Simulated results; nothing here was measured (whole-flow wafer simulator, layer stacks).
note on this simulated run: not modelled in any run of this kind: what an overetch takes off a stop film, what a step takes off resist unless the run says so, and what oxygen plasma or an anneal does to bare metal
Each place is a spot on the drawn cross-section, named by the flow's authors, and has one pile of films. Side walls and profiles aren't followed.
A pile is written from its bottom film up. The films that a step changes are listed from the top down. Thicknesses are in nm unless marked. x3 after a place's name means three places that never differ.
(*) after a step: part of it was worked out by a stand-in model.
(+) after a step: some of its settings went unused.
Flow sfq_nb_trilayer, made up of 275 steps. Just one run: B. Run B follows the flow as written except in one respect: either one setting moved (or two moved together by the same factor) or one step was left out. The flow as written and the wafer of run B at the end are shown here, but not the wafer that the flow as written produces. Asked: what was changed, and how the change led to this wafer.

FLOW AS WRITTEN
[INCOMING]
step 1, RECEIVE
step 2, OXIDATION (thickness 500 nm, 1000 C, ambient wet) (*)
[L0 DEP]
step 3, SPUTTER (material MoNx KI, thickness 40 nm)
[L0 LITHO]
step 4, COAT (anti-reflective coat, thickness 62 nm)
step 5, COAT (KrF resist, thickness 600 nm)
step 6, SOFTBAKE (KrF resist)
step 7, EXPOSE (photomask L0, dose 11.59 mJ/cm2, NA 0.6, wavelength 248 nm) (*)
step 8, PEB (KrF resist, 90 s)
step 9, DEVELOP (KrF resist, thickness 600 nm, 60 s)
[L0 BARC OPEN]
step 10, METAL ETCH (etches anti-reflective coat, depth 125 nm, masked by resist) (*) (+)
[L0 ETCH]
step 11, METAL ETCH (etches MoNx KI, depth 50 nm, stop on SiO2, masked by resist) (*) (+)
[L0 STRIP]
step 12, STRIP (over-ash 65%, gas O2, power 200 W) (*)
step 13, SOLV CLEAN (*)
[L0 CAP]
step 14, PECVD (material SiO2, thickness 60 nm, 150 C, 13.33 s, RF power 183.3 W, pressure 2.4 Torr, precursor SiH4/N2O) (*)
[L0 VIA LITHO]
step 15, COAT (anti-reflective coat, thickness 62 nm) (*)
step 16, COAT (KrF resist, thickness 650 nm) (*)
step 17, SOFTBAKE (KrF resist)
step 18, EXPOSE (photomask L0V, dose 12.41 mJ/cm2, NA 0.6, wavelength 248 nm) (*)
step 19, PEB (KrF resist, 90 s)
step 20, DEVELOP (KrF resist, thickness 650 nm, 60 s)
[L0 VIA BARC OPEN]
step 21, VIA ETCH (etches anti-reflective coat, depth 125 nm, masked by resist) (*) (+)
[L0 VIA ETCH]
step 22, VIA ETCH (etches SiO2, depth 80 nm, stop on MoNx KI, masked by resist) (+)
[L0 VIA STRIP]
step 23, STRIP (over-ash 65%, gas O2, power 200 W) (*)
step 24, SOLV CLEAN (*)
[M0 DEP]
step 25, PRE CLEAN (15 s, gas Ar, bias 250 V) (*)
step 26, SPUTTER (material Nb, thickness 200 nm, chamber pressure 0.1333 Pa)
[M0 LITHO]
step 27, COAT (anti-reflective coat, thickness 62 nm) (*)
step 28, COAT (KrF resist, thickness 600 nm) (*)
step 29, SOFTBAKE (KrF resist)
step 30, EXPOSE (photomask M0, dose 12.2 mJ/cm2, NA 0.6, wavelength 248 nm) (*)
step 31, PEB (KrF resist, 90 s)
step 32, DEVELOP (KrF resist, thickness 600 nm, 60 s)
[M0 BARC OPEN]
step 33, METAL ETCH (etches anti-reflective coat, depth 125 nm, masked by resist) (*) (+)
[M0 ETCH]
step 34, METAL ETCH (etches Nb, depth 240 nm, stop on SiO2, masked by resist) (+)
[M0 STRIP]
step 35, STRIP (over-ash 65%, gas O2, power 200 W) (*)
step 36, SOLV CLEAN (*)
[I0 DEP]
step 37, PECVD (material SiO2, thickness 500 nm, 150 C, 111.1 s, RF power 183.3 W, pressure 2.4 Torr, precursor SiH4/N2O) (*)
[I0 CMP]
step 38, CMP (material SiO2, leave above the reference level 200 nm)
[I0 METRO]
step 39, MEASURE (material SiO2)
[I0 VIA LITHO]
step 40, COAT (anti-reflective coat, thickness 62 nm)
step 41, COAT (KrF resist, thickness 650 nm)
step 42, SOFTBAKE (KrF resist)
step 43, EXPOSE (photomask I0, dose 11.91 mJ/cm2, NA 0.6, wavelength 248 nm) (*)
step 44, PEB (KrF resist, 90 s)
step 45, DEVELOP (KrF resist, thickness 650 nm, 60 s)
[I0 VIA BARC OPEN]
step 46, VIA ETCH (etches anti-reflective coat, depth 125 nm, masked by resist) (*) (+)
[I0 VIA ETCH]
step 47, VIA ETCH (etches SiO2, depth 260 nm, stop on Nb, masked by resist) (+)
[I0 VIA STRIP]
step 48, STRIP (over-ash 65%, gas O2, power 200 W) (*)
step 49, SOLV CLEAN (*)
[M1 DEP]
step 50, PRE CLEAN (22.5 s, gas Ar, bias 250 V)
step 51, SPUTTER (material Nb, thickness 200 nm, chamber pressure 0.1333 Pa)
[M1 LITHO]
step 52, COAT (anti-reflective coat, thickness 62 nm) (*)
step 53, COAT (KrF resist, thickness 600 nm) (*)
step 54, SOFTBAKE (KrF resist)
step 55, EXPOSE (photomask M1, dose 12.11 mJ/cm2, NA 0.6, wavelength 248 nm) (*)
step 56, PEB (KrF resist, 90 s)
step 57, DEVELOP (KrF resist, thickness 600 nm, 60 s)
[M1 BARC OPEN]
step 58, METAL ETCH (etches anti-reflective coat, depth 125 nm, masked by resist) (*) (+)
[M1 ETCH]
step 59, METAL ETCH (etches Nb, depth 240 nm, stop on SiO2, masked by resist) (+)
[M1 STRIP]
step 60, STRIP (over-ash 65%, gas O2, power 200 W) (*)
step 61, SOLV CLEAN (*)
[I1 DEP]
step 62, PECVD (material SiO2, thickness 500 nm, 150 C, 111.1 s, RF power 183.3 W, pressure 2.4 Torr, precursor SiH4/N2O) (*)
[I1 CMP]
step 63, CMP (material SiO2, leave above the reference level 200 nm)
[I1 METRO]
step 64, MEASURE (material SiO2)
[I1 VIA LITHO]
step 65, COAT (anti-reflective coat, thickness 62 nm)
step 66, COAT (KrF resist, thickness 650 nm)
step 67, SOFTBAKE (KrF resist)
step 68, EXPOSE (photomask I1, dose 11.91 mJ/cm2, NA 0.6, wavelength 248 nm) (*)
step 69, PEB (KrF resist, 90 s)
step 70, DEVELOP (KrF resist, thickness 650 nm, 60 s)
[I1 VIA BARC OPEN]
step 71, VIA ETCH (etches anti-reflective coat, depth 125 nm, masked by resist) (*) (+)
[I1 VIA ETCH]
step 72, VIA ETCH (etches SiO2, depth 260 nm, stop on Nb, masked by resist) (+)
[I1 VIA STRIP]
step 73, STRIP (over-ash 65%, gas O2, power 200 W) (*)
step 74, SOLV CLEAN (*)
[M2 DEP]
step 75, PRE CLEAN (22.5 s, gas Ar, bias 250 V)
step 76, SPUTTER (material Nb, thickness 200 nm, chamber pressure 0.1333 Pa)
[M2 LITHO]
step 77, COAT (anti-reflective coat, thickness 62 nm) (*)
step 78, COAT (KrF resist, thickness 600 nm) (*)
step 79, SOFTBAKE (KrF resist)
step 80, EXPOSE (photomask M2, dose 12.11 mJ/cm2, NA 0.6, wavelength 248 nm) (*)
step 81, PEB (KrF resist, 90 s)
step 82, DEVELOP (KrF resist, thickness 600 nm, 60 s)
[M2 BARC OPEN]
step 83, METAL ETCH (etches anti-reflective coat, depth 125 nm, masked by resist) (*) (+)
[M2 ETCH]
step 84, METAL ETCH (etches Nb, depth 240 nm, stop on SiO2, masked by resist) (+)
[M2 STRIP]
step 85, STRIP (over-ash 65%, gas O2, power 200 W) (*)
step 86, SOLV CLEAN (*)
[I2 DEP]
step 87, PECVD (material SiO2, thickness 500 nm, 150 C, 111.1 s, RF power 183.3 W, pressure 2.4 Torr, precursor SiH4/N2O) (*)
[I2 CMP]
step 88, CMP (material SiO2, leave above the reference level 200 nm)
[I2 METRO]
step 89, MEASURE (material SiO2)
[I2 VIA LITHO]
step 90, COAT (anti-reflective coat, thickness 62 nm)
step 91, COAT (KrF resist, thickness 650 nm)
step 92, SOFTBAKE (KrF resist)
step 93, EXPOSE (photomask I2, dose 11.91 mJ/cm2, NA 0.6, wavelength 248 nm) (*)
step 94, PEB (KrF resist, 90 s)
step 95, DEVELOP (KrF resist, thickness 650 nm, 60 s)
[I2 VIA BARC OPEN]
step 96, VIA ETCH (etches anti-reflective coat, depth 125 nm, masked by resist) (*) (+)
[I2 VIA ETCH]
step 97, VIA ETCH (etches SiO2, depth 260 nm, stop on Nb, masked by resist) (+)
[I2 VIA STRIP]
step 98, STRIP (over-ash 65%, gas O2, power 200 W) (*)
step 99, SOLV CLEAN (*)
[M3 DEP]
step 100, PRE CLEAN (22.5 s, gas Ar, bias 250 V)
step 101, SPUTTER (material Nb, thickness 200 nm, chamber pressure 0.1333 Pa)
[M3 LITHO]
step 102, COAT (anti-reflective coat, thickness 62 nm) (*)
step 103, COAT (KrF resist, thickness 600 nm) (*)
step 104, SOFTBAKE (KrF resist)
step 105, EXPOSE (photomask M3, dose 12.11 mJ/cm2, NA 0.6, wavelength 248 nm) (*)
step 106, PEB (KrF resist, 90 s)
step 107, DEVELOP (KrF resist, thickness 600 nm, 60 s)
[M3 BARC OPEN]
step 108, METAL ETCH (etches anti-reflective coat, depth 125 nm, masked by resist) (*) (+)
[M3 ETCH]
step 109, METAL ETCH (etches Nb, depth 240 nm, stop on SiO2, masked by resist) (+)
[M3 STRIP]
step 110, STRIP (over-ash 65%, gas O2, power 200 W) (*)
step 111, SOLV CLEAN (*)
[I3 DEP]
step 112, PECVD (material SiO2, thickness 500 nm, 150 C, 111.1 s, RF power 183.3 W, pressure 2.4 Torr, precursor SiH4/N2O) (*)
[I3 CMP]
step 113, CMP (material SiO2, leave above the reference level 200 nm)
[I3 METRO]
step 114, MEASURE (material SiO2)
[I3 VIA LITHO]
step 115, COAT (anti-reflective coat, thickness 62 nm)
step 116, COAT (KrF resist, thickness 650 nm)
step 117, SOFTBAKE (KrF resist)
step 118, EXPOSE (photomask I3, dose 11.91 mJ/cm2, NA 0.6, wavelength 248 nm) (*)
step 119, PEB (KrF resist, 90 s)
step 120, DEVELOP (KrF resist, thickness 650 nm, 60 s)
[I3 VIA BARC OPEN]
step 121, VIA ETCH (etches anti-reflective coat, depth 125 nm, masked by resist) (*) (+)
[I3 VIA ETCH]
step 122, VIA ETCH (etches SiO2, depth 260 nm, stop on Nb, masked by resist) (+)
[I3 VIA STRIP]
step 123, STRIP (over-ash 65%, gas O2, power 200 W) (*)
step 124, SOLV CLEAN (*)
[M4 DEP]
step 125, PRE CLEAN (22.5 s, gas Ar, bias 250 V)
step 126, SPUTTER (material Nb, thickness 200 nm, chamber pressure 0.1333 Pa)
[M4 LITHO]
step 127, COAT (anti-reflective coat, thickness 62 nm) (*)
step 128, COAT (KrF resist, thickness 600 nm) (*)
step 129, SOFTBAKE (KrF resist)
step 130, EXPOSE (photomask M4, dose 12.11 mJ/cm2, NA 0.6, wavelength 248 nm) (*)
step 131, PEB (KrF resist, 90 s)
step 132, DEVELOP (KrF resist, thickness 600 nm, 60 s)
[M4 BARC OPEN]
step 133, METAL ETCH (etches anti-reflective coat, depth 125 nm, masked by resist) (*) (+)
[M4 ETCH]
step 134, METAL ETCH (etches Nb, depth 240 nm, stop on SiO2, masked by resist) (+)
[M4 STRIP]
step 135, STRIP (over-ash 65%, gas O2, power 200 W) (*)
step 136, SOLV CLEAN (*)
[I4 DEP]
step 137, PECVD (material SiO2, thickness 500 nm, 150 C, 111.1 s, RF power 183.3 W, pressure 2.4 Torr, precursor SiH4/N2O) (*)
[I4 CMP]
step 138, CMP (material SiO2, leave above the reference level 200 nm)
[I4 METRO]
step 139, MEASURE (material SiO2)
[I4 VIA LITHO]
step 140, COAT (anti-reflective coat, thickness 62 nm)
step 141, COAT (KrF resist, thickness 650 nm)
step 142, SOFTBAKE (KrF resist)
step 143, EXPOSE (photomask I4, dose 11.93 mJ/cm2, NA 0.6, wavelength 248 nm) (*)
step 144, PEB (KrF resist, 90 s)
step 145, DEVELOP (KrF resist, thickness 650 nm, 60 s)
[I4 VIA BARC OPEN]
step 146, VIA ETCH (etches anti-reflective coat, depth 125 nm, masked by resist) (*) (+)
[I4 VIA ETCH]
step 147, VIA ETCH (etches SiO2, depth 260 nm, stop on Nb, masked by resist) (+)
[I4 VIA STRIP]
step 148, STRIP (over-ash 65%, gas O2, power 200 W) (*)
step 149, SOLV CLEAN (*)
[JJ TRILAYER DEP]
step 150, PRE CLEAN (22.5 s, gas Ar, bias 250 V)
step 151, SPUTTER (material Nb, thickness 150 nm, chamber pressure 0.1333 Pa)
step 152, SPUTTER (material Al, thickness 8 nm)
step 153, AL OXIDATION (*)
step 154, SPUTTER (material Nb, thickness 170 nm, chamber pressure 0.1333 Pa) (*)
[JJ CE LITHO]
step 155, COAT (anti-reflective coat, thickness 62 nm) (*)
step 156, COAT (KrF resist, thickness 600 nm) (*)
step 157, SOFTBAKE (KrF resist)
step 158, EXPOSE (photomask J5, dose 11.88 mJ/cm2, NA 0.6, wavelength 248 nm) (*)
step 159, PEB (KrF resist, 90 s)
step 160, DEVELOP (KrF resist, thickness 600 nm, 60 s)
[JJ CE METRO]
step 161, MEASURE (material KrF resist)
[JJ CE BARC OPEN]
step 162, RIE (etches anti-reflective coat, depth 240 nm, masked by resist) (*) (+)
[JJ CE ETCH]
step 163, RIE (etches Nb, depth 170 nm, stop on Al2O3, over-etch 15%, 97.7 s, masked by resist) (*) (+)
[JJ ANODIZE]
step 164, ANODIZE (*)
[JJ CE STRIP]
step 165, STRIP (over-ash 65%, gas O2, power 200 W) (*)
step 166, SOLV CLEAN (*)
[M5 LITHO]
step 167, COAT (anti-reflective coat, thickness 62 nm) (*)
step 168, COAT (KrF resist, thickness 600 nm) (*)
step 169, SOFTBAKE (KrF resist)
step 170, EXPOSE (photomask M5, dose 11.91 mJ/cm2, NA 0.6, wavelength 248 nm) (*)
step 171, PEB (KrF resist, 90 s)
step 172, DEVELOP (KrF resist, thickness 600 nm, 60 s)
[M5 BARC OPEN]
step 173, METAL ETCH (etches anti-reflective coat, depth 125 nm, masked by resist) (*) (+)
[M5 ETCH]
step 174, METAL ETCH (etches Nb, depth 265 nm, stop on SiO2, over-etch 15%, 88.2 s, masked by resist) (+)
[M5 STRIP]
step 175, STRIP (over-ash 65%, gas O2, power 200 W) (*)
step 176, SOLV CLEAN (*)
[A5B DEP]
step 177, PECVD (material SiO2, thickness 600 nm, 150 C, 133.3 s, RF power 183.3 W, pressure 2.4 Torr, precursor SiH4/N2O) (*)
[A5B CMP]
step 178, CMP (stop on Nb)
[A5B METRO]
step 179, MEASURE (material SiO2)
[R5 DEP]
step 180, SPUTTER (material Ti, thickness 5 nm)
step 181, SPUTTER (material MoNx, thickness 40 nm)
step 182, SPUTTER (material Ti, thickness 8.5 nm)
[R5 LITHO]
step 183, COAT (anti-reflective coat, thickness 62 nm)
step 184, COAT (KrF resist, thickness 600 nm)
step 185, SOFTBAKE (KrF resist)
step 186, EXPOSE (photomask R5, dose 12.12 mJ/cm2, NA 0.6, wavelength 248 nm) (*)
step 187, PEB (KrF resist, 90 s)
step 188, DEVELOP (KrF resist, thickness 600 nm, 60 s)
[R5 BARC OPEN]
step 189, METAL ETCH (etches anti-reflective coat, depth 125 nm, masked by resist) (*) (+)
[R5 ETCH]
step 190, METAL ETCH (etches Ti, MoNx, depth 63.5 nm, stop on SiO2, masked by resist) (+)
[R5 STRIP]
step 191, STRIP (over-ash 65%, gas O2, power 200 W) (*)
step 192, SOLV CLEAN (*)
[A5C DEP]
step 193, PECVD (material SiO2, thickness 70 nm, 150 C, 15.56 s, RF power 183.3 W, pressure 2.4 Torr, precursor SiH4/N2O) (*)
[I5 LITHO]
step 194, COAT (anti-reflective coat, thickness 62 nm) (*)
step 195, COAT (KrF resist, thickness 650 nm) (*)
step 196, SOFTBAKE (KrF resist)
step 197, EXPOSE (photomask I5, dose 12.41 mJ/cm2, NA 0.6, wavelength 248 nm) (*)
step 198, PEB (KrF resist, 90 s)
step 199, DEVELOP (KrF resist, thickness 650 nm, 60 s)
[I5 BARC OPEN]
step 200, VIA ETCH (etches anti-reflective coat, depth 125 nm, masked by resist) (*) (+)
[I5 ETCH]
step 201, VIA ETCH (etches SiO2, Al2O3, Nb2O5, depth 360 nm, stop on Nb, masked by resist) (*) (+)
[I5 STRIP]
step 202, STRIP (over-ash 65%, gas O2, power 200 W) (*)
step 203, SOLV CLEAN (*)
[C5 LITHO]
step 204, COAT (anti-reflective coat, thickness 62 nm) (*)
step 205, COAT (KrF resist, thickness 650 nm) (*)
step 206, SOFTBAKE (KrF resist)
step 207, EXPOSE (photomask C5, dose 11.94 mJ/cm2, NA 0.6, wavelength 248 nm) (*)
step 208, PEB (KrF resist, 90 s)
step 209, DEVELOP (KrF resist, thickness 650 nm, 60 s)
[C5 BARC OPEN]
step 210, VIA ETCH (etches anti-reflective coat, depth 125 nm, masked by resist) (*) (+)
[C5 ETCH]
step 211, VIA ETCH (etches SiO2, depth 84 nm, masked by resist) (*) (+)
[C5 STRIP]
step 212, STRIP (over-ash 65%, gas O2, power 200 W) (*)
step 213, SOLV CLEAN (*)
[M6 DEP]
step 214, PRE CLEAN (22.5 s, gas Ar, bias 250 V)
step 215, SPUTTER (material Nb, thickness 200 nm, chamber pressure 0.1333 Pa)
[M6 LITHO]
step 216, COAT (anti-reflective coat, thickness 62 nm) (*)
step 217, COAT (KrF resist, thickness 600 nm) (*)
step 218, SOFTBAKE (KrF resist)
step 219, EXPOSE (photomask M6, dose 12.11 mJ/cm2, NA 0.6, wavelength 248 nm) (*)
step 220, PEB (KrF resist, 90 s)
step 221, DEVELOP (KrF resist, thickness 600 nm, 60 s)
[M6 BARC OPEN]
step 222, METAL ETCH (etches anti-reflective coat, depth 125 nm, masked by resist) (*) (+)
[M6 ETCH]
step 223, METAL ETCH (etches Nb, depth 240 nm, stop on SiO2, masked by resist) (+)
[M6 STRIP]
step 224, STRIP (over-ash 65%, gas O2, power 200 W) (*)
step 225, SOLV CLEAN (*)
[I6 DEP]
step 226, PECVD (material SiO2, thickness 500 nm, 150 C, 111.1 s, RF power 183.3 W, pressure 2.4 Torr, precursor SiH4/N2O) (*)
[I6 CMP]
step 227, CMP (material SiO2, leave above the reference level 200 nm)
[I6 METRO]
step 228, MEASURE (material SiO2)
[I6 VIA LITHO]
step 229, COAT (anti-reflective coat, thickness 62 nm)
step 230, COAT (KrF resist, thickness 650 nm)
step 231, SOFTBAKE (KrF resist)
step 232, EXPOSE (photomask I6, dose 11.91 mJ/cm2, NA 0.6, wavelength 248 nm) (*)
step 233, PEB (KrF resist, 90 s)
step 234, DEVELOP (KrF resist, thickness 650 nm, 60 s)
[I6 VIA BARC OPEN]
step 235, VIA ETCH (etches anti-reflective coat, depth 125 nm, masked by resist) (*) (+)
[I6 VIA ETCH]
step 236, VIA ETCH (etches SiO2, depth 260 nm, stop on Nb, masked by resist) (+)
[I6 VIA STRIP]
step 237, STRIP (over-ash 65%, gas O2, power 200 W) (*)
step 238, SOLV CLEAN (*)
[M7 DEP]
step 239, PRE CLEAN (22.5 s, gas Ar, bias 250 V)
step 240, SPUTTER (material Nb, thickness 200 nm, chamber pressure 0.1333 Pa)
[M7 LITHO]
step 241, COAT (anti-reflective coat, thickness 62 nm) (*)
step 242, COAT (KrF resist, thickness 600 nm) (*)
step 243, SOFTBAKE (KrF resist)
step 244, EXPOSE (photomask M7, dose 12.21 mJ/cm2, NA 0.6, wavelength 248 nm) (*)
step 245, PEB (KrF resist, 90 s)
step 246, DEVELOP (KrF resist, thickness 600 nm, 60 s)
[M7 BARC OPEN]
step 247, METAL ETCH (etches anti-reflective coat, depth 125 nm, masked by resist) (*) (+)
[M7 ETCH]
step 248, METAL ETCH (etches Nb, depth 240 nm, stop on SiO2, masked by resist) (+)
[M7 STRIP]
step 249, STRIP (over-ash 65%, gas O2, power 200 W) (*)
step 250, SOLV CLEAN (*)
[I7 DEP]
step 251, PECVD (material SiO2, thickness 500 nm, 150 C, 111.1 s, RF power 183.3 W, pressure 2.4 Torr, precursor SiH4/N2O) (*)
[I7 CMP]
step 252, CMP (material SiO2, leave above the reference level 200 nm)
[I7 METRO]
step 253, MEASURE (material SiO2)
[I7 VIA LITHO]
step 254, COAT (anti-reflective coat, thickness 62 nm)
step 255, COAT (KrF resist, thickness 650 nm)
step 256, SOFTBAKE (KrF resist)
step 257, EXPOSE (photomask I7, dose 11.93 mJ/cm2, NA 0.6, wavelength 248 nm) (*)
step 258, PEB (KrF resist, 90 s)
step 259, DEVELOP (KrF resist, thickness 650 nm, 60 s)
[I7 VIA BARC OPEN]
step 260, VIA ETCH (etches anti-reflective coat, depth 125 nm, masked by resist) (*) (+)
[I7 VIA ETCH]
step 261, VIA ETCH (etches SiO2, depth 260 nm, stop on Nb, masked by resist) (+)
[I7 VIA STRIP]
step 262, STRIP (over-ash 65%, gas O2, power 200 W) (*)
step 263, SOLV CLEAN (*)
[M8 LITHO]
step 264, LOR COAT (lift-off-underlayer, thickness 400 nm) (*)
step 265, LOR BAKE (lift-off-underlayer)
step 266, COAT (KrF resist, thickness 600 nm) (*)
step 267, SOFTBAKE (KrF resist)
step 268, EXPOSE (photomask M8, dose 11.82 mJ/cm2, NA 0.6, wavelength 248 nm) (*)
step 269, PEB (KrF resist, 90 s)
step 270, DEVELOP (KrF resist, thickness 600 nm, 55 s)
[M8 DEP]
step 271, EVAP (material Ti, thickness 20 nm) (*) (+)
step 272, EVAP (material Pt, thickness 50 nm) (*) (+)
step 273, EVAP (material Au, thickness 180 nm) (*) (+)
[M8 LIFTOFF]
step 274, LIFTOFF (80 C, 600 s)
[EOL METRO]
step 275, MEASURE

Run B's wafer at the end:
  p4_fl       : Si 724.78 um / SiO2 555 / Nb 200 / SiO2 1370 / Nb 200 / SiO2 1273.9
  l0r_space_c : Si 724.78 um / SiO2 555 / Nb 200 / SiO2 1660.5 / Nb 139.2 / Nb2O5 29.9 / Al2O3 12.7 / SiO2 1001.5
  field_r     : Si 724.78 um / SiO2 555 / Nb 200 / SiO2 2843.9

Cause: step 138, CMP: leave above the reference level 98 nm was run, whereas the flow has leave above the reference level 200 nm.

The path from the change to this, step by step:
  step 138, CMP (material SiO2, leave above the reference level 200 nm)
      field_l, be, be_sur and 55 more: -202 SiO2 (as written it would have been: -100 SiO2)
      v_sur, via_wl, via_w and 35 more: -402 SiO2 (as written it would have been: -300 SiO2)
      (as well as at 10 more places)
  step 147, VIA ETCH (etches SiO2, depth 260 nm, stop on Nb, masked by resist) (+)
      field_l, v_sur, via_sp and 100 more: -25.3 KrF resist (as written it would have been: -44.8 KrF resist)
      via_wl, via_w, via_wr: -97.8 SiO2 (all of it) (as written it would have been: -199.8 SiO2 (all of it))
  step 148, STRIP (over-ash 65%, gas O2, power 200 W) (*)
      field_l, v_sur, via_sp and 100 more: -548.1 KrF resist (all of it), -62 anti-reflective coat (all of it) (as written it would have been: -528.6 KrF resist (all of it), -62 anti-reflective coat (all of it))
  step 151, SPUTTER (material Nb, thickness 150 nm, chamber pressure 0.1333 Pa)
      via_wl, via_w, via_wr: +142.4 Nb (as written it would have been: +130.4 Nb)
  step 152, SPUTTER (material Al, thickness 8 nm)
      via_wl, via_wr: +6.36 Al (new film) (as written it would have been: +5.14 Al (new film))
      via_w: +7.88 Al (new film) (as written it would have been: +7.12 Al (new film))
  step 154, SPUTTER (material Nb, thickness 170 nm, chamber pressure 0.1333 Pa) (*)
      via_wl, via_wr: +131 Nb (new film) (as written it would have been: +140.7 Nb (new film))
      via_w: +168.1 Nb (new film) (as written it would have been: +141 Nb (new film))
  step 155, COAT (anti-reflective coat, thickness 62 nm) (*)
      via_wl, via_wr: +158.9 anti-reflective coat (new film) (as written it would have been: +209.4 anti-reflective coat (new film))
      v_sur: +50.4 anti-reflective coat (new film) (as written it would have been: +45.1 anti-reflective coat (new film))
      (as well as at 2 more places)
  step 156, COAT (KrF resist, thickness 600 nm) (*)
      via_wl: +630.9 KrF resist (new film) (as written it would have been: +663 KrF resist (new film))
      via_w: +661.4 KrF resist (new film) (as written it would have been: +763.8 KrF resist (new film))
      (as well as at 1 more place)
  step 160, DEVELOP (KrF resist, thickness 600 nm, 60 s)
      via_wl: -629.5 KrF resist (all of it) (as written it would have been: -661.6 KrF resist (all of it))
      via_w: -660 KrF resist (all of it) (as written it would have been: -762.1 KrF resist (all of it))
      (as well as at 1 more place)
  step 162, RIE (etches anti-reflective coat, depth 240 nm, masked by resist) (*) (+)
      ce_l, c5j, ce_r, wl_jj: -158.9 KrF resist (as written it would have been: -209.4 KrF resist)
      via_wl, via_wr: -158.9 anti-reflective coat (all of it) (as written it would have been: -209.4 anti-reflective coat (all of it))
      (as well as at 3 more places)
  step 163, RIE (etches Nb, depth 170 nm, stop on Al2O3, over-etch 15%, 97.7 s, masked by resist) (*) (+)
      via_w: -168.1 Nb (all of it), -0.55 Al2O3 (as written it would have been: -141 Nb (all of it), -0.96 Al2O3 (all of it))
      via_wl, via_wr: -131 Nb (all of it), -0.96 Al2O3 (all of it) (as written it would have been: -140.7 Nb (all of it), -0.96 Al2O3 (all of it))
  step 164, ANODIZE (*)
      via_w: +12.1 Al2O3, +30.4 Nb2O5 (new film), -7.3 Al (all of it), -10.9 Nb (as written it would have been: +10.8 Al2O3 (new film), +33.3 Nb2O5 (new film), -6.54 Al (all of it), -12 Nb)
      via_wl, via_wr: +9.54 Al2O3 (new film), +35.6 Nb2O5 (new film), -5.78 Al (all of it), -12.8 Nb (as written it would have been: +7.52 Al2O3 (new film), +39.2 Nb2O5 (new film), -4.56 Al (all of it), -14.1 Nb)
  step 165, STRIP (over-ash 65%, gas O2, power 200 W) (*)
      ce_l: -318 KrF resist (all of it), -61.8 anti-reflective coat (all of it) (as written it would have been: -266.8 KrF resist (all of it), -61.4 anti-reflective coat (all of it))
      c5j: -318 KrF resist (all of it), -61.8 anti-reflective coat (all of it) (as written it would have been: -266.9 KrF resist (all of it), -61.5 anti-reflective coat (all of it))
      (as well as at 2 more places)
  step 167, COAT (anti-reflective coat, thickness 62 nm) (*)
      v_sur: +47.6 anti-reflective coat (new film) (as written it would have been: +44.9 anti-reflective coat (new film))
      via_wl: +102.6 anti-reflective coat (new film) (as written it would have been: +170.5 anti-reflective coat (new film))
      (as well as at 3 more places)
  step 168, COAT (KrF resist, thickness 600 nm) (*)
      v_sur: +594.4 KrF resist (new film) (as written it would have been: +577.9 KrF resist (new film))
      via_wl: +636.7 KrF resist (new film) (as written it would have been: +656 KrF resist (new film))
      (as well as at 3 more places)
  step 175, STRIP (over-ash 65%, gas O2, power 200 W) (*)
      v_sur: -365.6 KrF resist (all of it), -47.6 anti-reflective coat (all of it) (as written it would have been: -349.2 KrF resist (all of it), -44.9 anti-reflective coat (all of it))
      via_wl: -407.7 KrF resist (all of it), -102.6 anti-reflective coat (all of it) (as written it would have been: -427 KrF resist (all of it), -170.5 anti-reflective coat (all of it))
      (as well as at 3 more places)
  step 178, CMP (stop on Nb)
      via_wl, via_wr: -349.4 SiO2 (as written it would have been: -235.7 SiO2)
      via_w: -349 SiO2 (as written it would have been: -235.2 SiO2)
